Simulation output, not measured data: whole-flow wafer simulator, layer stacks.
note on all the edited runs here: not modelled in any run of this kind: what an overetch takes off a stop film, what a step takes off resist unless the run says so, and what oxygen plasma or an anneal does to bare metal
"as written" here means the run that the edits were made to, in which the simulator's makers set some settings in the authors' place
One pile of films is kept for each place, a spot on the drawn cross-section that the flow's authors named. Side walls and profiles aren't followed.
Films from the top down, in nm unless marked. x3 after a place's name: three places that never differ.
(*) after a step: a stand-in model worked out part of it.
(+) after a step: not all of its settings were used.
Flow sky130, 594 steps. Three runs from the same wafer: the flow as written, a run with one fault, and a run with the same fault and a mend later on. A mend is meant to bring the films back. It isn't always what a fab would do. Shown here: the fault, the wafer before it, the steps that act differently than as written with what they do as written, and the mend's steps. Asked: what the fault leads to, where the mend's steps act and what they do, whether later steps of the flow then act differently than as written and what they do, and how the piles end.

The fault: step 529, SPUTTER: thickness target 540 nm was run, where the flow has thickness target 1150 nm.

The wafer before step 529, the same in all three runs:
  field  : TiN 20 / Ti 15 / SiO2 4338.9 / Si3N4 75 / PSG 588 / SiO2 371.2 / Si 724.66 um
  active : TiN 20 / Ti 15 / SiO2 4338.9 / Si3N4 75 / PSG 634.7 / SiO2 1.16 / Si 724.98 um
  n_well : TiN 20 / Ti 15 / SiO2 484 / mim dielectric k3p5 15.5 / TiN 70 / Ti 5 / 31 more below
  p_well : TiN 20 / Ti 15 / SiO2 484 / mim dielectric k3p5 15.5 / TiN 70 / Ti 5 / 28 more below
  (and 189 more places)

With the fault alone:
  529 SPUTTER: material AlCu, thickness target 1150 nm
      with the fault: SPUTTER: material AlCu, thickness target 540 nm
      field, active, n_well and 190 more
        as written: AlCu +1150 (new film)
        with the fault: AlCu +540 (new film)
  Later steps of the flow that act differently than as written (2 more steps differ only slightly, by at most 2% or 0.5 nm, whichever is larger, and aren't shown):
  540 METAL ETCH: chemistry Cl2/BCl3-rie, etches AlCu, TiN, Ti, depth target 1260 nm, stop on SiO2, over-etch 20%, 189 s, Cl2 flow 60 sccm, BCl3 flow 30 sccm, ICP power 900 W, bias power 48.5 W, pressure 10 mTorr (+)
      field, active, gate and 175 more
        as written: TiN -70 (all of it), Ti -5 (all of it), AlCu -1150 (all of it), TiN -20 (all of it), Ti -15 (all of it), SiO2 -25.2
        with the fault: TiN -70 (all of it), Ti -5 (all of it), AlCu -540 (all of it), TiN -20 (all of it), Ti -15 (all of it), SiO2 -86.2
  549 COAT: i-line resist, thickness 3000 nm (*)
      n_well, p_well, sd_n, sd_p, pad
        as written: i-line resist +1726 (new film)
        with the fault: i-line resist +2270.5 (new film)
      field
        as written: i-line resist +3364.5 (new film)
        with the fault: i-line resist +3204.1 (new film)
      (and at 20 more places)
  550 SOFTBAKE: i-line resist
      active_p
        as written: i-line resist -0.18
        with the fault: i-line resist +0.61
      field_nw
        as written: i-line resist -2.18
        with the fault: i-line resist +0.78
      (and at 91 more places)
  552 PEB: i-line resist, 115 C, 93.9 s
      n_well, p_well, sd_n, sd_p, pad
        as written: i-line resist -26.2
        with the fault: i-line resist -35.5
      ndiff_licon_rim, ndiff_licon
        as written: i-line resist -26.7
        with the fault: i-line resist -35.8
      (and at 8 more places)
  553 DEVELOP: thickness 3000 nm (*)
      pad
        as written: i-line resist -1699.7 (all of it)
        with the fault: i-line resist -2235 (all of it)
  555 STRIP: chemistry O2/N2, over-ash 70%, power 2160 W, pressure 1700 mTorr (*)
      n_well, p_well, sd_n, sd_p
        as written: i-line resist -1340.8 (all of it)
        with the fault: i-line resist -1876.1 (all of it)
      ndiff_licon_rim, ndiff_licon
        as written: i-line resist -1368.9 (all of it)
        with the fault: i-line resist -1890.7 (all of it)
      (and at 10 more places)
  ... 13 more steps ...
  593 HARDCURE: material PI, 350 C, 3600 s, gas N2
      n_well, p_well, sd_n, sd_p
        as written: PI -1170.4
        with the fault: PI -1209
  At the end the piles differ from the flow's by more than 2% or 0.5 nm, whichever is larger, at n_well, p_well, gate_hv and 108 more.
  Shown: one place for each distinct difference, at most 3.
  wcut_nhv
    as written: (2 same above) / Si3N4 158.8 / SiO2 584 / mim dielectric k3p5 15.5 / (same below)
    with the fault: (2 same above) / Si3N4 158.8 / SiO2 523 / mim dielectric k3p5 15.5 / (same below)
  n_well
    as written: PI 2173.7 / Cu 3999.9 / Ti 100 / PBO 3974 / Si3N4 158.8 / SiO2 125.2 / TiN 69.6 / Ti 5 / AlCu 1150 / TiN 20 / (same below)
    with the fault: PI 2245.4 / Cu 3999.9 / Ti 100 / PBO 4412.4 / Si3N4 158.8 / SiO2 125.2 / TiN 69.6 / Ti 5 / AlCu 540 / TiN 20 / (same below)
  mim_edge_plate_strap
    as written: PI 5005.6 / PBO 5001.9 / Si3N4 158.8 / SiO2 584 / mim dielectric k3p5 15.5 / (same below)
    with the fault: PI 5005.9 / PBO 5001.1 / Si3N4 158.8 / SiO2 523 / mim dielectric k3p5 15.5 / (same below)

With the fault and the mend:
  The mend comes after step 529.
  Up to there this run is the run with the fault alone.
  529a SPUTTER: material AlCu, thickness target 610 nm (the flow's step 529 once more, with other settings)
      field, active, n_well and 190 more
        AlCu +610
  No later step of the flow acts differently than as written at any place that is followed.
  At the end the piles are the same as the flow's at every place that both follow.
